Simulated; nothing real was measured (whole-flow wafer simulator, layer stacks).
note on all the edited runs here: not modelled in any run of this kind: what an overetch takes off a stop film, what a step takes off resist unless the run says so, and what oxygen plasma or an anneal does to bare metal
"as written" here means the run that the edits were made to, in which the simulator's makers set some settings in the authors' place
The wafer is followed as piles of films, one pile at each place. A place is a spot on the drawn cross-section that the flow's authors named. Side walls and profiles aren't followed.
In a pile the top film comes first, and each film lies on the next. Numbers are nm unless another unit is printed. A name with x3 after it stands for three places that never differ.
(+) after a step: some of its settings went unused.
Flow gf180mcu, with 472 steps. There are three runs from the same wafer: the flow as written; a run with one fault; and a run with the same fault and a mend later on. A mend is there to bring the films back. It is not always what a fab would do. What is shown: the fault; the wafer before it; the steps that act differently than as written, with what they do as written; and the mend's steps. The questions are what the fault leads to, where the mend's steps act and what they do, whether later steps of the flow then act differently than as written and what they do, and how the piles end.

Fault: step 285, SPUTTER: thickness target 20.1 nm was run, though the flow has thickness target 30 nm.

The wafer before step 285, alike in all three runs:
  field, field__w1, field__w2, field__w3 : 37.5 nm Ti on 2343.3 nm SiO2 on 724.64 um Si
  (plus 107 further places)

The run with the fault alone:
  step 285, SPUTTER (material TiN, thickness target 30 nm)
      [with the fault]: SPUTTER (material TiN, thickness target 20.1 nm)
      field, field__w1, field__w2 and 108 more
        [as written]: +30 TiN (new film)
        [with the fault]: +20.1 TiN (new film)
  Later steps of the flow acting differently than as written:
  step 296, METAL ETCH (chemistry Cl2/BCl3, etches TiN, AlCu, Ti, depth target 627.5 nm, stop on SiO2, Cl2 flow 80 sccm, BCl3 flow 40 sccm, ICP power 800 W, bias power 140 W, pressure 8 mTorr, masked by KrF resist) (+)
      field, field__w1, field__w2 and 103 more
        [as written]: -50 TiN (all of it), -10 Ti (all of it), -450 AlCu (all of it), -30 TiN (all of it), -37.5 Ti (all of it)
        [with the fault]: -50 TiN (all of it), -10 Ti (all of it), -450 AlCu (all of it), -20.1 TiN (all of it), -37.5 Ti (all of it)
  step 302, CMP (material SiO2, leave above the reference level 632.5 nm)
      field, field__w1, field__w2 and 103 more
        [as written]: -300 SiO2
        [with the fault]: -309.9 SiO2
  The piles end different from the flow's at field__w8, contact, m1, m1__w1, m1_nw by more than 2% or 0.5 nm, whichever is larger.
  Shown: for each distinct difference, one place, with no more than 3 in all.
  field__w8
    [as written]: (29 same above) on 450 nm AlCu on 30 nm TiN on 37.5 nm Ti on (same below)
    [with the fault]: (29 same above) on 450 nm AlCu on 20.1 nm TiN on 37.5 nm Ti on (same below)
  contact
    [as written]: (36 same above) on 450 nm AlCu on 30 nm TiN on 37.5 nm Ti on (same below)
    [with the fault]: (36 same above) on 450 nm AlCu on 20.1 nm TiN on 37.5 nm Ti on (same below)

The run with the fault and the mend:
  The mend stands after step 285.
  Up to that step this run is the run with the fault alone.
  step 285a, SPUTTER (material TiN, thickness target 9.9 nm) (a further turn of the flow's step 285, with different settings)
      field, field__w1, field__w2 and 108 more
        +9.9 TiN
  None of the later steps of the flow acts differently than as written at any place that is followed.
  By the end, the piles equal the flow's at every place that both follow.
